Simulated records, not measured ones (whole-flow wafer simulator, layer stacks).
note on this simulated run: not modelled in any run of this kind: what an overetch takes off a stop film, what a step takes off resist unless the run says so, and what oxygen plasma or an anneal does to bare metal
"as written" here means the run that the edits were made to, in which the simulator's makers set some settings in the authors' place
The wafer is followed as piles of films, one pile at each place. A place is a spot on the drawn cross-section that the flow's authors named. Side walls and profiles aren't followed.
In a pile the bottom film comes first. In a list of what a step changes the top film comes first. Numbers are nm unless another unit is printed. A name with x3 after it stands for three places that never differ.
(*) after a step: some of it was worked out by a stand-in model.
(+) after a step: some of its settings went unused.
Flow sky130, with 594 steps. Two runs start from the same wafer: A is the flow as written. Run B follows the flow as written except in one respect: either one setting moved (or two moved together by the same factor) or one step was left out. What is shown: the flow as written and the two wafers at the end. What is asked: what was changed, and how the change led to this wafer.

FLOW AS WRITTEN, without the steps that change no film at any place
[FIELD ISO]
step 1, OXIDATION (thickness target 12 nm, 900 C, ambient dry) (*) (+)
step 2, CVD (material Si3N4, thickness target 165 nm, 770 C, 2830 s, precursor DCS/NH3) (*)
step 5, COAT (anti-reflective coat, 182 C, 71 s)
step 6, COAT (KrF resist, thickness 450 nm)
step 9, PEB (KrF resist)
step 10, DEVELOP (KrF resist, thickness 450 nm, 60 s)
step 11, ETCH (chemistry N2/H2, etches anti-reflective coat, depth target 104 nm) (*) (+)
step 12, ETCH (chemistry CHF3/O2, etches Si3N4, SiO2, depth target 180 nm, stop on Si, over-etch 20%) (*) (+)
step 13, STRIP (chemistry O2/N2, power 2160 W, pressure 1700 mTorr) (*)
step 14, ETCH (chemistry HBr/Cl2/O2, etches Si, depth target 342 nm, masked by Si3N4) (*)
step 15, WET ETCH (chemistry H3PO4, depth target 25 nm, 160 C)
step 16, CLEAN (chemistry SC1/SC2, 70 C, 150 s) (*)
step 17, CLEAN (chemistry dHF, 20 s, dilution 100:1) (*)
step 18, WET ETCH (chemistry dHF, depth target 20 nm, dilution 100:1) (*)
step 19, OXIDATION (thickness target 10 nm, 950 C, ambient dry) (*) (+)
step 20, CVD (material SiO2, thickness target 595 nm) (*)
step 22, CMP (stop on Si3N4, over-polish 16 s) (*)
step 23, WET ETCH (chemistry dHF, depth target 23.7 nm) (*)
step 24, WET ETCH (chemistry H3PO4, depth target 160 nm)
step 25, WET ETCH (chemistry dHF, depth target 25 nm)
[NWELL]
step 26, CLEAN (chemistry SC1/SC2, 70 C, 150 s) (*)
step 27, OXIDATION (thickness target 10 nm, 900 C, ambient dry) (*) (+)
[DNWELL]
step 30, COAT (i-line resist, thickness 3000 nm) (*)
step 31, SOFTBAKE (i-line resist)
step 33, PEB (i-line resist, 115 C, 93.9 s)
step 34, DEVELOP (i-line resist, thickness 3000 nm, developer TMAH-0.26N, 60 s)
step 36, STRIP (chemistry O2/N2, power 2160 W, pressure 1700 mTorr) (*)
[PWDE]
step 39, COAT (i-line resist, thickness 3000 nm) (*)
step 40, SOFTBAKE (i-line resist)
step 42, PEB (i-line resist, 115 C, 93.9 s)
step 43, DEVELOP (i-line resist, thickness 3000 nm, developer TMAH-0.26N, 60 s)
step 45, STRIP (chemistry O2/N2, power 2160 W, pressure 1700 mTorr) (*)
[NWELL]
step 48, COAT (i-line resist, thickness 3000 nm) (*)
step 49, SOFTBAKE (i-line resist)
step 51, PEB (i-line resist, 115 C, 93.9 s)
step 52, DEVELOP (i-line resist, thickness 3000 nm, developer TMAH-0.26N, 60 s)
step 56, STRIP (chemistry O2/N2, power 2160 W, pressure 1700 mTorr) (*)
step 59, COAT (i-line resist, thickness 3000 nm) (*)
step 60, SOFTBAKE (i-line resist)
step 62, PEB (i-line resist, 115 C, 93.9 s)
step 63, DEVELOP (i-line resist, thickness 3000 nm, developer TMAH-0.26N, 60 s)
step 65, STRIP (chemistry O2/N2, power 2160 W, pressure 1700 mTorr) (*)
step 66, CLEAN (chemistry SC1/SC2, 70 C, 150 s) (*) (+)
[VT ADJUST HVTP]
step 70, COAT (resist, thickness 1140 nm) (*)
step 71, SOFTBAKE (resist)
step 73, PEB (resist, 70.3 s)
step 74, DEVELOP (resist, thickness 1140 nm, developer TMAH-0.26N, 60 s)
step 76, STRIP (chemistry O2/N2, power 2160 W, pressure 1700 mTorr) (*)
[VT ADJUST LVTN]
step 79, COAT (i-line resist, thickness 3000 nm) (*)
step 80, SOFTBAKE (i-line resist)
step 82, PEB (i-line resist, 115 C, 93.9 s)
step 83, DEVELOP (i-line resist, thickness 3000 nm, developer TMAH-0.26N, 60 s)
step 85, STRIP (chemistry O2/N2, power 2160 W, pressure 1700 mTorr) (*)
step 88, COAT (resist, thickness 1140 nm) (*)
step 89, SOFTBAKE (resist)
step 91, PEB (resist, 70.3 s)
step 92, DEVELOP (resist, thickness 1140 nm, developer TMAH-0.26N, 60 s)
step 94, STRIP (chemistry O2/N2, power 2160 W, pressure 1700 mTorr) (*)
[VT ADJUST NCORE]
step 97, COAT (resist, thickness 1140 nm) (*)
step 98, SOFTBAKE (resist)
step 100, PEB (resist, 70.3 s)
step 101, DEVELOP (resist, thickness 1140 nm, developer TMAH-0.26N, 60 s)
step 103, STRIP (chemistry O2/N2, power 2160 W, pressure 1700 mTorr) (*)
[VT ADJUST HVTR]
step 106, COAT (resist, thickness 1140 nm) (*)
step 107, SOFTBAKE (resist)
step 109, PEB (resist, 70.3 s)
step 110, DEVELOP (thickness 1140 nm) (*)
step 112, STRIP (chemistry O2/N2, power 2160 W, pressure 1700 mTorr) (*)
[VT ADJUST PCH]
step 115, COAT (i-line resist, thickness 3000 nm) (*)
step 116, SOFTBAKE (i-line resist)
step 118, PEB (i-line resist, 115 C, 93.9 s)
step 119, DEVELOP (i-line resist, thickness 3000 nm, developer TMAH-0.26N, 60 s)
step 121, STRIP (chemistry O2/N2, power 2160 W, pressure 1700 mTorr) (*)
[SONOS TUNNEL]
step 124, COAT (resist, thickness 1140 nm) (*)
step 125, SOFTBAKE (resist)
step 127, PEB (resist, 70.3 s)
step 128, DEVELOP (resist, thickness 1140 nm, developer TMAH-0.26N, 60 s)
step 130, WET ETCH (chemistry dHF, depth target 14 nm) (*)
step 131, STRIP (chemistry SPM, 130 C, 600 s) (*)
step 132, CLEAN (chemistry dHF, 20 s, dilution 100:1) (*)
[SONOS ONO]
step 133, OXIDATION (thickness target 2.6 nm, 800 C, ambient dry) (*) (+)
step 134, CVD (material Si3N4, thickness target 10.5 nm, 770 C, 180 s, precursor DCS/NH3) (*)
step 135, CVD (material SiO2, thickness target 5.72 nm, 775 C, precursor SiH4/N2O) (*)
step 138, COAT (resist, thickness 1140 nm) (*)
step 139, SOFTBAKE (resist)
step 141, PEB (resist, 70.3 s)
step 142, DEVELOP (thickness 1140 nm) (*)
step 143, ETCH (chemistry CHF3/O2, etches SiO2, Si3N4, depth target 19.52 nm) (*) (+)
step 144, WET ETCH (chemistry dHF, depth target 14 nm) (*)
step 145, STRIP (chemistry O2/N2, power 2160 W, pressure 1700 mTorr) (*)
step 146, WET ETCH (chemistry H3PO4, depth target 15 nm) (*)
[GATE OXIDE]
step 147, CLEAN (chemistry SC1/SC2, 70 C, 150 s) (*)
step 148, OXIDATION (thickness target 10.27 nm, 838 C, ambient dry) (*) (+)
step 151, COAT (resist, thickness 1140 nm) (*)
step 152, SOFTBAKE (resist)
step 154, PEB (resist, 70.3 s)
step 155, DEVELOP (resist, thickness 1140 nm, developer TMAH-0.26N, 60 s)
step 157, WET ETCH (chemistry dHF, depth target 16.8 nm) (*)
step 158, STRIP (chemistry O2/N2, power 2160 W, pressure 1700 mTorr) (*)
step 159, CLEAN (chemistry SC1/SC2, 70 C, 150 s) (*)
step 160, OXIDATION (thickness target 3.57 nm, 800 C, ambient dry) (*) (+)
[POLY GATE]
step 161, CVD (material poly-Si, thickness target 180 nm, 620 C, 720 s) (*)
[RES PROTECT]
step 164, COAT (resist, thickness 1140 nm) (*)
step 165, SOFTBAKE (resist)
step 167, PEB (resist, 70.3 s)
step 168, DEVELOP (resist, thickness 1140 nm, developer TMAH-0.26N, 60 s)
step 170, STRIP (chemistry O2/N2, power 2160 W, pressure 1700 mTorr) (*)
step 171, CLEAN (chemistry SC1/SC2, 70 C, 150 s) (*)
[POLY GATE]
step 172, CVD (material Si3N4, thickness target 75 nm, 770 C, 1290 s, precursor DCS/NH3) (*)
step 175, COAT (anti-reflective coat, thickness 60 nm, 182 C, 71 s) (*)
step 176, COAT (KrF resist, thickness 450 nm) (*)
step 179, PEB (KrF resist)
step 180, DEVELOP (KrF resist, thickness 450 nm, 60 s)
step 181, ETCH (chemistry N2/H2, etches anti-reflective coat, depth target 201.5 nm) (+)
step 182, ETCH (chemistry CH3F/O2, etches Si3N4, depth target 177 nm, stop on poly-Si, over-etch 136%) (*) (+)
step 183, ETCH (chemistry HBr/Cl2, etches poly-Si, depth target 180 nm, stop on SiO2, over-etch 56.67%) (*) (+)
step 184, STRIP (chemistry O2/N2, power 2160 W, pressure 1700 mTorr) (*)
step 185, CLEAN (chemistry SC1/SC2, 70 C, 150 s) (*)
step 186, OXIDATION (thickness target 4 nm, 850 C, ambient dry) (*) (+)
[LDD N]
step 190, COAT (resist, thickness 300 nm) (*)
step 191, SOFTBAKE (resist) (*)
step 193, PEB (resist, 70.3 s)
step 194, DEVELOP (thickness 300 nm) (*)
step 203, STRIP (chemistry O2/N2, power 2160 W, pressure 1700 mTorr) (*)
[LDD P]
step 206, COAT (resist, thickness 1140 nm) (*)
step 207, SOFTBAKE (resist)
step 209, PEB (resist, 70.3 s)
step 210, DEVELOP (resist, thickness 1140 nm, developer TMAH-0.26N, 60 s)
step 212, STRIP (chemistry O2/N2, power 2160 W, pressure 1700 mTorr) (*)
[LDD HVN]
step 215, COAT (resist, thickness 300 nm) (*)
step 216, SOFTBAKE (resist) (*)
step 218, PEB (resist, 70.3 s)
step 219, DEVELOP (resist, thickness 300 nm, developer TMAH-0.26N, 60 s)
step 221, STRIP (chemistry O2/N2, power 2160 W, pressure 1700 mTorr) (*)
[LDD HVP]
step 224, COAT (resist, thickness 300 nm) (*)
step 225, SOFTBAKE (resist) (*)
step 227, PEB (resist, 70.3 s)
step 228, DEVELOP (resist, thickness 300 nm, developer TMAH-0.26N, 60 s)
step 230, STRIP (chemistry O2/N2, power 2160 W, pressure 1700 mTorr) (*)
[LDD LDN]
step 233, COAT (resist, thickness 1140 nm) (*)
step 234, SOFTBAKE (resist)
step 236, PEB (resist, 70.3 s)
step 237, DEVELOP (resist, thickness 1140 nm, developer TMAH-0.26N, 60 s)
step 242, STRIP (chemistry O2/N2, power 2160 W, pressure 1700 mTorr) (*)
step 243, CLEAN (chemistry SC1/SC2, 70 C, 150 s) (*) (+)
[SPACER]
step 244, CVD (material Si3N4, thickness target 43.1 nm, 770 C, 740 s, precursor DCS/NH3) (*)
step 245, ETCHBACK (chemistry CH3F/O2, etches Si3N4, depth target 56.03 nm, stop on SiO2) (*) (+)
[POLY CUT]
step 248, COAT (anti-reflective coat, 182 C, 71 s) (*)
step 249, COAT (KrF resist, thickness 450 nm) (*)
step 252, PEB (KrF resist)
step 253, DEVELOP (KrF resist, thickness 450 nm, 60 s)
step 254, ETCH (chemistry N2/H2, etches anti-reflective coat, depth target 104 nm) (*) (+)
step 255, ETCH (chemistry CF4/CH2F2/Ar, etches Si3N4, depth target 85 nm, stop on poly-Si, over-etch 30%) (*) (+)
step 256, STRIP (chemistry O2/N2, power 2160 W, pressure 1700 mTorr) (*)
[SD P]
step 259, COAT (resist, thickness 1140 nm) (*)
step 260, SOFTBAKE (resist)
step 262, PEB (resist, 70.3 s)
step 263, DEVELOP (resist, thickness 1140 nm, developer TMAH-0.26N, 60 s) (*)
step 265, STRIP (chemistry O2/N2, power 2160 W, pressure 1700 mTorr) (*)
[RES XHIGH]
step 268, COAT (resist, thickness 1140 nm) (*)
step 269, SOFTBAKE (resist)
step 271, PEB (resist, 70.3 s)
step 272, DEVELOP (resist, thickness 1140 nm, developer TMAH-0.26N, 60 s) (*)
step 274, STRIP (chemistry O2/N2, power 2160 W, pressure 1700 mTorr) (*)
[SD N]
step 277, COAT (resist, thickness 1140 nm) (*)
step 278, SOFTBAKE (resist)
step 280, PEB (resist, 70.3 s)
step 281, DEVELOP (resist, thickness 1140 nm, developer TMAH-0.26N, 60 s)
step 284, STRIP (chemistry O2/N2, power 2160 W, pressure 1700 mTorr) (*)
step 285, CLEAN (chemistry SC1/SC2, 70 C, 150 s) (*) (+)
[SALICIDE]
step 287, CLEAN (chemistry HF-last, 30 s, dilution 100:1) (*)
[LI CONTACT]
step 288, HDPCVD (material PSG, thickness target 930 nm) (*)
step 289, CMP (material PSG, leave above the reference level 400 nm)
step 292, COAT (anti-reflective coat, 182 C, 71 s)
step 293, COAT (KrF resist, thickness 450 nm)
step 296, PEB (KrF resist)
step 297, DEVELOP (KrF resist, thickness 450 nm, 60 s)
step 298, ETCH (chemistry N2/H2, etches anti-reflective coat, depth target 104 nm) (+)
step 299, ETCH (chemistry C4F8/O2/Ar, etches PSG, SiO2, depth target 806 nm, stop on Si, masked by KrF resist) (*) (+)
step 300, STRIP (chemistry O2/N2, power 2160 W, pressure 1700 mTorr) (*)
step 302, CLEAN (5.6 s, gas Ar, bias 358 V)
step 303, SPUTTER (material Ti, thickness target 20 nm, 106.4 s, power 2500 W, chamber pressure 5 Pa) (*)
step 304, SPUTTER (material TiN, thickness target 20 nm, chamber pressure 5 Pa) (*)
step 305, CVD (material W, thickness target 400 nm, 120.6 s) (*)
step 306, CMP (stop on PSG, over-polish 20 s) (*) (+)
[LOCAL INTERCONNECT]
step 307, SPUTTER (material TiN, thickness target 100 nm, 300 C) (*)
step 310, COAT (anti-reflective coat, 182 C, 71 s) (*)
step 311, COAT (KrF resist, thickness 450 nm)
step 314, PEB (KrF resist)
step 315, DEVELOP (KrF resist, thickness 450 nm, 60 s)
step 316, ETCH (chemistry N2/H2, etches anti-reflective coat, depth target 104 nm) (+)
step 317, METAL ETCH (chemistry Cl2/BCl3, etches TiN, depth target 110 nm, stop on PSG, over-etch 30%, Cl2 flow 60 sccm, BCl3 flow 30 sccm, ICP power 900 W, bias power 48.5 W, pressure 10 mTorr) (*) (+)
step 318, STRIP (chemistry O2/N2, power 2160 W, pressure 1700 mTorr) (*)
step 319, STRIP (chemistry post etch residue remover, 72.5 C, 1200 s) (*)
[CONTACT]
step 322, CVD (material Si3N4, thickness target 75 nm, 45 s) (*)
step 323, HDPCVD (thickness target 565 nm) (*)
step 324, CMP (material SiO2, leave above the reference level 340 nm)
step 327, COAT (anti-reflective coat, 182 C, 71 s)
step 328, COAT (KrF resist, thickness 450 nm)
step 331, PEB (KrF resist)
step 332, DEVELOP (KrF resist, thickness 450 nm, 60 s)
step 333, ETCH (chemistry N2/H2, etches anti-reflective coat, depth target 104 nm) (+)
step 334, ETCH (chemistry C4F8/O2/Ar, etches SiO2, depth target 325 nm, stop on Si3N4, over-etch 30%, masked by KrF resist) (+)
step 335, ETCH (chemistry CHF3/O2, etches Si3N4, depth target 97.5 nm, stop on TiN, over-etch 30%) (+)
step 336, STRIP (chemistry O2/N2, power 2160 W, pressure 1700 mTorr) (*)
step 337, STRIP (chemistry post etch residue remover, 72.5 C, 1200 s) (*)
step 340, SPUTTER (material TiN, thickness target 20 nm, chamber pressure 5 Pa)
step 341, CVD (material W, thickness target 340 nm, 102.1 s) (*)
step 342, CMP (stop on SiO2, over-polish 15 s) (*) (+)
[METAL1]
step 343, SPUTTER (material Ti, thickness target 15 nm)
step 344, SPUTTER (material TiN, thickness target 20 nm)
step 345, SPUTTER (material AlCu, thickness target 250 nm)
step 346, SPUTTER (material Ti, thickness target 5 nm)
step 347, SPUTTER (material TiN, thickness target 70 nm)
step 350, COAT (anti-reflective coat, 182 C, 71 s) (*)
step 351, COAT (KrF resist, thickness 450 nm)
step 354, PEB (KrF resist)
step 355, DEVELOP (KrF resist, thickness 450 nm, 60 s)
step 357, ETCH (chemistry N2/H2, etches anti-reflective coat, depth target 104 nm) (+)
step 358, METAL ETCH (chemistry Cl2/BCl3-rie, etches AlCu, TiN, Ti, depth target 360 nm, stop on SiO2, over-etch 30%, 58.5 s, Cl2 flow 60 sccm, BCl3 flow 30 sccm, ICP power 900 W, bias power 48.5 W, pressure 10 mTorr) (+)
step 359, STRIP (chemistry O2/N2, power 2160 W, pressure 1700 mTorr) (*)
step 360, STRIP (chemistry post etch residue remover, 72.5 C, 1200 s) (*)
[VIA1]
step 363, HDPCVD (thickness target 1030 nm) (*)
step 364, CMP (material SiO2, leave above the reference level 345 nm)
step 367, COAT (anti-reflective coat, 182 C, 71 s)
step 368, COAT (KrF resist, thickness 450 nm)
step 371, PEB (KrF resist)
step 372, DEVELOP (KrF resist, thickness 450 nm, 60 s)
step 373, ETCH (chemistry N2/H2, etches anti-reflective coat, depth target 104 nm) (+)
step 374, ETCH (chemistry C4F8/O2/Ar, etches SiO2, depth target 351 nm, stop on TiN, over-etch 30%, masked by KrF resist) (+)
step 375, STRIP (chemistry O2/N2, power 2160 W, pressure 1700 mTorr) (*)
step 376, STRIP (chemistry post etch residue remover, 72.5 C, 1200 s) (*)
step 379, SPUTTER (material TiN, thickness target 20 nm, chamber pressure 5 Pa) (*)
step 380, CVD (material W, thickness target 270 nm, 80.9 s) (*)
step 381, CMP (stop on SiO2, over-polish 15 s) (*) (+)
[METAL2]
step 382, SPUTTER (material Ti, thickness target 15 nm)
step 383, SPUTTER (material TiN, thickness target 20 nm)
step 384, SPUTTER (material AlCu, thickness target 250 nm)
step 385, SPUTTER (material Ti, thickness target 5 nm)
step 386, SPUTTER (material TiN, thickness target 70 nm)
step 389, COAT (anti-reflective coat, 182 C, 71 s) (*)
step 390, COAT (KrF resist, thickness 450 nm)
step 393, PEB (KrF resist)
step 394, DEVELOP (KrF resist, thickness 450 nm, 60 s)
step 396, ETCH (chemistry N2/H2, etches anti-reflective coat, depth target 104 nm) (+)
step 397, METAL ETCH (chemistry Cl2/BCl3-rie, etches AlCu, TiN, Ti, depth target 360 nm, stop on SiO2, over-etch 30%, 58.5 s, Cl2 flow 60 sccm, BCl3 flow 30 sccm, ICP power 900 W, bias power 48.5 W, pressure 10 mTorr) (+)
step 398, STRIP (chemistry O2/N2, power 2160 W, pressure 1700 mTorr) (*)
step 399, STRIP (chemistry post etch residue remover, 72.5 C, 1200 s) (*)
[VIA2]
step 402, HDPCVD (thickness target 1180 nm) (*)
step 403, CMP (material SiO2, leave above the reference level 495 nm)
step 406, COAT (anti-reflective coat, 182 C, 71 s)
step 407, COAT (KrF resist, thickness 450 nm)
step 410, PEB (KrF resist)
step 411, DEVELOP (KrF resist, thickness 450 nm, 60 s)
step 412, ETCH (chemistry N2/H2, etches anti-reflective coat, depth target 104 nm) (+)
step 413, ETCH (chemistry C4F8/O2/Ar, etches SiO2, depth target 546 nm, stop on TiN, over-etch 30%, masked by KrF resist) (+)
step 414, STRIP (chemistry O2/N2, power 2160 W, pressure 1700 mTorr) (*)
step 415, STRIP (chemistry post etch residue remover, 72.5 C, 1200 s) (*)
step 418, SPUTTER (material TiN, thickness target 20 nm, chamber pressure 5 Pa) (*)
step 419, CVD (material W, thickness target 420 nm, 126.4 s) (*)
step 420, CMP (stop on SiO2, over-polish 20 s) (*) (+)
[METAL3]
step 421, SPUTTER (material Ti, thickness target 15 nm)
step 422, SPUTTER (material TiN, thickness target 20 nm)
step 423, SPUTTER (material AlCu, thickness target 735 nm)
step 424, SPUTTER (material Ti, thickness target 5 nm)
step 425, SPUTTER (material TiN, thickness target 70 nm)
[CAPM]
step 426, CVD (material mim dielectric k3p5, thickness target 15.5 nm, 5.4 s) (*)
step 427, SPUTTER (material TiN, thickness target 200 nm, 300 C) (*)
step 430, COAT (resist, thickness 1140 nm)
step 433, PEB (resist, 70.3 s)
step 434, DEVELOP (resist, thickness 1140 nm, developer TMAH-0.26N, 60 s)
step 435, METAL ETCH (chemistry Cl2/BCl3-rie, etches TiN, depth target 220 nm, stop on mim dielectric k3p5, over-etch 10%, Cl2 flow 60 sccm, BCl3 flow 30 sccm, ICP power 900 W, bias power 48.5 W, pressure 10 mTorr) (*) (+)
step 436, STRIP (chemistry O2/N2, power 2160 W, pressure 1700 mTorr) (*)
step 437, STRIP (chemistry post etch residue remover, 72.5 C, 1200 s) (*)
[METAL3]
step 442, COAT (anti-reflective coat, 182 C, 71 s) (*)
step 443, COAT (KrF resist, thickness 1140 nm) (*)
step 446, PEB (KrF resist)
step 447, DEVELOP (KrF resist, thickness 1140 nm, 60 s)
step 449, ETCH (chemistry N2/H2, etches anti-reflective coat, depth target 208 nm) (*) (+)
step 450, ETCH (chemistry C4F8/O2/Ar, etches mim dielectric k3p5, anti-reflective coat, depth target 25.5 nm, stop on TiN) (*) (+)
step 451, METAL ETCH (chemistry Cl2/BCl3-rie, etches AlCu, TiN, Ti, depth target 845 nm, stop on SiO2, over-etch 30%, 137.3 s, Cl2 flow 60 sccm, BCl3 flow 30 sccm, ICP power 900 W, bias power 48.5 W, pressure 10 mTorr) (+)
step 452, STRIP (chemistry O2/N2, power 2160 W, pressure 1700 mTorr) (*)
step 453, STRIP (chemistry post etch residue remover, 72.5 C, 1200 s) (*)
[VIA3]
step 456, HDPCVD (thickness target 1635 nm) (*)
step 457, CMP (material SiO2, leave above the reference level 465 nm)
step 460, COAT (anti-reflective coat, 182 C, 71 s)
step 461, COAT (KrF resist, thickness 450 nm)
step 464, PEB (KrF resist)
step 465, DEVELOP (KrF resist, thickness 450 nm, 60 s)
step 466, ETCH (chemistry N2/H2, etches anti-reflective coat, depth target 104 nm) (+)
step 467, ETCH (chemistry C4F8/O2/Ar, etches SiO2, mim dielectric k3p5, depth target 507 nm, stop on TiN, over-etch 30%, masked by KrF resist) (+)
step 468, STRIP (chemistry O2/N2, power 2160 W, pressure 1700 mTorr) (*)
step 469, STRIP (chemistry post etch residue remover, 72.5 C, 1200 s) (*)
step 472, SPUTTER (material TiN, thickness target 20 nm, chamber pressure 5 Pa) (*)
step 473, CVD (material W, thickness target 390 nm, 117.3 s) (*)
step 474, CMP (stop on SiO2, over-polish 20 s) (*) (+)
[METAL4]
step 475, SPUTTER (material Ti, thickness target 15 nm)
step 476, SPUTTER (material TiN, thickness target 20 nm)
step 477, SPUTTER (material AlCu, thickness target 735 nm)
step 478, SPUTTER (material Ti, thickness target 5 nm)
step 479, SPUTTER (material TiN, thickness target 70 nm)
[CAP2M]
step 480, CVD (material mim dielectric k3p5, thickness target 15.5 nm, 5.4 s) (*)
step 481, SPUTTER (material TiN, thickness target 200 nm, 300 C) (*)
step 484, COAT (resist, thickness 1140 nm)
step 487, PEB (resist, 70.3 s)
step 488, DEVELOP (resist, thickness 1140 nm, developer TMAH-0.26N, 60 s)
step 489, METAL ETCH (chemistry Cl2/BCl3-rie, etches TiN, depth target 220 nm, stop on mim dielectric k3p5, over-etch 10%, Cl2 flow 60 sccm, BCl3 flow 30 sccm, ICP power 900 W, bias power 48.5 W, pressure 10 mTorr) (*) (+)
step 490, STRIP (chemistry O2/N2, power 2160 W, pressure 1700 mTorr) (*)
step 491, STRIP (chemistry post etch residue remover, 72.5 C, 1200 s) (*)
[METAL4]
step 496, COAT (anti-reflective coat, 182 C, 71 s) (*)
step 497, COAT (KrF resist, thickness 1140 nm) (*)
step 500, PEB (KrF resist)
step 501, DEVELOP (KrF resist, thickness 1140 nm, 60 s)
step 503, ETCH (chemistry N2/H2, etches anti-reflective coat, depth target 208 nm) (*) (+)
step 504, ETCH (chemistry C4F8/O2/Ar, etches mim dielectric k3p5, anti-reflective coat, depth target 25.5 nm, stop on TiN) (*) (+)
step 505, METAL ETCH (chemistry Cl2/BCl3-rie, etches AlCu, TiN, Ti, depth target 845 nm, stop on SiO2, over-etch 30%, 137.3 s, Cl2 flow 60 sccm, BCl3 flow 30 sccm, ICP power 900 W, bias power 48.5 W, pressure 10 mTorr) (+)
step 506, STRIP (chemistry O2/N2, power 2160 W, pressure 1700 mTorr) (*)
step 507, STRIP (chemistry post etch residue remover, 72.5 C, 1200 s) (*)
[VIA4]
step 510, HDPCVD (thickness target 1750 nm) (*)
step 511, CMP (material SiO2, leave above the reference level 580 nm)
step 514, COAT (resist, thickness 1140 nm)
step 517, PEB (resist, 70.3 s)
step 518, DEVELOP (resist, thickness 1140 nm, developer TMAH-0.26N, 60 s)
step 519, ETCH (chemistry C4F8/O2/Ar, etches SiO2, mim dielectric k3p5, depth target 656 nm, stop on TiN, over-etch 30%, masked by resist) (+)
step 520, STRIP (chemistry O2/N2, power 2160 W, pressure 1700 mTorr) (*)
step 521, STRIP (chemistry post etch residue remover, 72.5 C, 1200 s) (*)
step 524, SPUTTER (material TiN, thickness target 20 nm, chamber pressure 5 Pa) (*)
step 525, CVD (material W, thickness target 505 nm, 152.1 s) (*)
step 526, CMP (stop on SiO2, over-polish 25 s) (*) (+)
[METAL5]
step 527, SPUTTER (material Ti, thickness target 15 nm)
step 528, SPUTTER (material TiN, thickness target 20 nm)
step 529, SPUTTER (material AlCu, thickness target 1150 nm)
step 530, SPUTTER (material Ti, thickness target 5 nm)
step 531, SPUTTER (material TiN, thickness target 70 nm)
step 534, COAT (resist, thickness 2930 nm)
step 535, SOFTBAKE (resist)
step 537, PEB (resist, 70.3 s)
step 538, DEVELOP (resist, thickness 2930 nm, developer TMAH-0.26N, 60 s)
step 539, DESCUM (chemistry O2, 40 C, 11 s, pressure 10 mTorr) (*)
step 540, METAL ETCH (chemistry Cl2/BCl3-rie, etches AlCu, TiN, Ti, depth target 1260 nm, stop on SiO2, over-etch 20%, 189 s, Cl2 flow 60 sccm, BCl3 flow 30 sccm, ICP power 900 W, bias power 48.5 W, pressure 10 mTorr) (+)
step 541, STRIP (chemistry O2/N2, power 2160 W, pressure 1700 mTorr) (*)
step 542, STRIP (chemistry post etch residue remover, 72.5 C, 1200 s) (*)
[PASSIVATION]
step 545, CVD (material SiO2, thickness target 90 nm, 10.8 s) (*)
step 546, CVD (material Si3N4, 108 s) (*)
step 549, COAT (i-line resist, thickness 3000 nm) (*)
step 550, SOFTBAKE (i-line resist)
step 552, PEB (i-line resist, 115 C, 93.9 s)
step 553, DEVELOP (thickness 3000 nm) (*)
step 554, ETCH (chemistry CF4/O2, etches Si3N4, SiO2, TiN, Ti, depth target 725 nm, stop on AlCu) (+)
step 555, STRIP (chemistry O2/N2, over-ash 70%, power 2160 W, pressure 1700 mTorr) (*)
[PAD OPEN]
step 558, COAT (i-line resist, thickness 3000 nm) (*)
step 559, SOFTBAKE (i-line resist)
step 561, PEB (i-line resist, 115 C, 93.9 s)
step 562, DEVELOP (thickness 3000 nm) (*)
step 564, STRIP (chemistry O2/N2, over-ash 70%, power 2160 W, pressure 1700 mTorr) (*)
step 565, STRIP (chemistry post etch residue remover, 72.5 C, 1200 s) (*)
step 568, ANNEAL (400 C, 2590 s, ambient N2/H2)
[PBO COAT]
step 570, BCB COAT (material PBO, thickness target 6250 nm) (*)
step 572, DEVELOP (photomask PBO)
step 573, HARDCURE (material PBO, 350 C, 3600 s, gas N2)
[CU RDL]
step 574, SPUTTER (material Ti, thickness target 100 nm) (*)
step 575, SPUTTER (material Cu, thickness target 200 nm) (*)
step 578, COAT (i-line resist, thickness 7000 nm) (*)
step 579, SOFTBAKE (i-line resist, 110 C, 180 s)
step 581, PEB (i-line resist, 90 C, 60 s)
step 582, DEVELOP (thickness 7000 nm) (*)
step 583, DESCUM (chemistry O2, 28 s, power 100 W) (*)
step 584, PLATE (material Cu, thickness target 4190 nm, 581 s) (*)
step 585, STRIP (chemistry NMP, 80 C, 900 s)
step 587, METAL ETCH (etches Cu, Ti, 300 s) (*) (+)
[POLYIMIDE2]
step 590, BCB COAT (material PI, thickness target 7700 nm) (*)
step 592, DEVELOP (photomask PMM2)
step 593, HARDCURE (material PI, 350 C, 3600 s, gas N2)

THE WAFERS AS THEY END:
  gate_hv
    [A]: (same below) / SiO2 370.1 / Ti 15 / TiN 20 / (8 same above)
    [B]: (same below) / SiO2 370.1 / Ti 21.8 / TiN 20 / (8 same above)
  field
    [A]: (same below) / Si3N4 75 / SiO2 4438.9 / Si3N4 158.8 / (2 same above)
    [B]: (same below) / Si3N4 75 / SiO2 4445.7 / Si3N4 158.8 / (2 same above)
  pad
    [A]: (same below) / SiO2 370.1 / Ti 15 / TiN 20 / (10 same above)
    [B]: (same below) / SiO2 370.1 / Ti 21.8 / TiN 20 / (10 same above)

Cause: step 475, SPUTTER: thickness target 21.8 nm was run, while the flow as written has thickness target 15 nm.
One can read it off the wafer: gate_hv has Ti 21.8, and step 475 as written asks for 15 nm.

How this came from the change, step by step:
  step 475, SPUTTER (material Ti, thickness target 15 nm)
      field, active, n_well and 189 more: A Ti gains 15 (new film) | B Ti gains 21.8 (new film)
  step 505, METAL ETCH (chemistry Cl2/BCl3-rie, etches AlCu, TiN, Ti, depth target 845 nm, stop on SiO2, over-etch 30%, 137.3 s, Cl2 flow 60 sccm, BCl3 flow 30 sccm, ICP power 900 W, bias power 48.5 W, pressure 10 mTorr) (+)
      field, gate, spacer and 68 more: A TiN loses 70 (all of it), Ti loses 5 (all of it), AlCu loses 735 (all of it), TiN loses 20 (all of it), Ti loses 15 (all of it), SiO2 loses 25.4 | B TiN loses 70 (all of it), Ti loses 5 (all of it), AlCu loses 735 (all of it), TiN loses 20 (all of it), Ti loses 21.8 (all of it), SiO2 loses 24.7
      active, vpp_iso1, mim_edge_plate and 14 more: A TiN loses 70 (all of it), Ti loses 5 (all of it), AlCu loses 735 (all of it), TiN loses 20 (all of it), Ti loses 15 (all of it), SiO2 loses 25.3 | B TiN loses 70 (all of it), Ti loses 5 (all of it), AlCu loses 735 (all of it), TiN loses 20 (all of it), Ti loses 21.8 (all of it), SiO2 loses 24.7
